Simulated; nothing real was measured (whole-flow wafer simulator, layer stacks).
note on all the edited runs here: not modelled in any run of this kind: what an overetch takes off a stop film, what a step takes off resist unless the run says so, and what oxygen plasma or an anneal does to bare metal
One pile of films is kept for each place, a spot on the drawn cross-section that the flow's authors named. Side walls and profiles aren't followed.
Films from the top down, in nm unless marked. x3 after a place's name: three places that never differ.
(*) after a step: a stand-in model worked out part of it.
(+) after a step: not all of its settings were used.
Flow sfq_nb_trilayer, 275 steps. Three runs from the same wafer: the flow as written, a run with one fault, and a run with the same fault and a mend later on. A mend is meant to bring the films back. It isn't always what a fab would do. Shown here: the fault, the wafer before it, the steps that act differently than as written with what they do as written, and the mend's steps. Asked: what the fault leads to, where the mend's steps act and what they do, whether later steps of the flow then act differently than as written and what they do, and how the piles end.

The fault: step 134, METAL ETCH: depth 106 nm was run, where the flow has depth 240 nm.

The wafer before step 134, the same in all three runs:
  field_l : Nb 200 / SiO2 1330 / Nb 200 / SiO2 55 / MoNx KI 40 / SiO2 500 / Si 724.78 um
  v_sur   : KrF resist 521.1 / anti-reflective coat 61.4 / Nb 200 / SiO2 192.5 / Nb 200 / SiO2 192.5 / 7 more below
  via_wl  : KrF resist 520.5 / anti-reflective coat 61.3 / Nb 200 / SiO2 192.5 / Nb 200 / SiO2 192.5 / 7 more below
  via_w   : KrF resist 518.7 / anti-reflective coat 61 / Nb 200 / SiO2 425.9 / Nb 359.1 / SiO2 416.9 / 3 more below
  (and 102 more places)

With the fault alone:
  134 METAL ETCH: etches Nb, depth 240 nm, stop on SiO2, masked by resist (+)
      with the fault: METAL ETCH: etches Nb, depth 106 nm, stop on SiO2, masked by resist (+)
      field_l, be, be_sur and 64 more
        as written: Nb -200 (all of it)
        with the fault: Nb -106
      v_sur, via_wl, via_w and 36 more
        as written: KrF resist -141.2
        with the fault: KrF resist -62.4
  Later steps of the flow that act differently than as written:
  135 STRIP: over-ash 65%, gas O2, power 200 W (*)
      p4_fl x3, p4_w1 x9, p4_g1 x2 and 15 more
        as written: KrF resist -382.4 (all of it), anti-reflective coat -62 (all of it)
        with the fault: KrF resist -461.2 (all of it), anti-reflective coat -62 (all of it)
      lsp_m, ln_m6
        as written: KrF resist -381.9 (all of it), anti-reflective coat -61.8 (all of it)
        with the fault: KrF resist -460.8 (all of it), anti-reflective coat -61.8 (all of it)
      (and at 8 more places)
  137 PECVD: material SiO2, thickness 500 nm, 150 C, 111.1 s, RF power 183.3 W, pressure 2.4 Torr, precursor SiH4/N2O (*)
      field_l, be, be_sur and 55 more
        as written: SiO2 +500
        with the fault: SiO2 +500 (new film)
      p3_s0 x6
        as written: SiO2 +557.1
        with the fault: SiO2 +500 (new film)
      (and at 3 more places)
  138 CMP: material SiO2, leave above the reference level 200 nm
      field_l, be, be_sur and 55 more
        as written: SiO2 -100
        with the fault: SiO2 -194
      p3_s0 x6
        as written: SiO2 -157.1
        with the fault: SiO2 -194
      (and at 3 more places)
  At the end the piles differ from the flow's by more than 2% or 0.5 nm, whichever is larger, at field_l, be, be_sur and 64 more.
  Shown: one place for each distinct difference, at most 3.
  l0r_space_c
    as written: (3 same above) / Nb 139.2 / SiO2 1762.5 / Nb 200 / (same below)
    with the fault: (3 same above) / Nb 139.2 / SiO2 298.5 / Nb 94 / SiO2 1370 / Nb 200 / (same below)
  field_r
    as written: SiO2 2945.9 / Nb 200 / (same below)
    with the fault: SiO2 1481.9 / Nb 94 / SiO2 1370 / Nb 200 / (same below)
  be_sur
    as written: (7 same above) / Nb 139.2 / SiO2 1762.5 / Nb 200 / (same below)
    with the fault: (7 same above) / Nb 139.2 / SiO2 298.5 / Nb 94 / SiO2 1370 / Nb 200 / (same below)

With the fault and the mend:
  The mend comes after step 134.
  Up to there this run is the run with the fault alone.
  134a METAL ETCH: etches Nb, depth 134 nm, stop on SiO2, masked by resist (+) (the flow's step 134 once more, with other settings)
      field_l, be, be_sur and 64 more
        Nb -94 (all of it)
      v_sur, via_wl, via_w and 36 more
        KrF resist -78.8
  No later step of the flow acts differently than as written at any place that is followed.
  At the end the piles are the same as the flow's at every place that both follow.
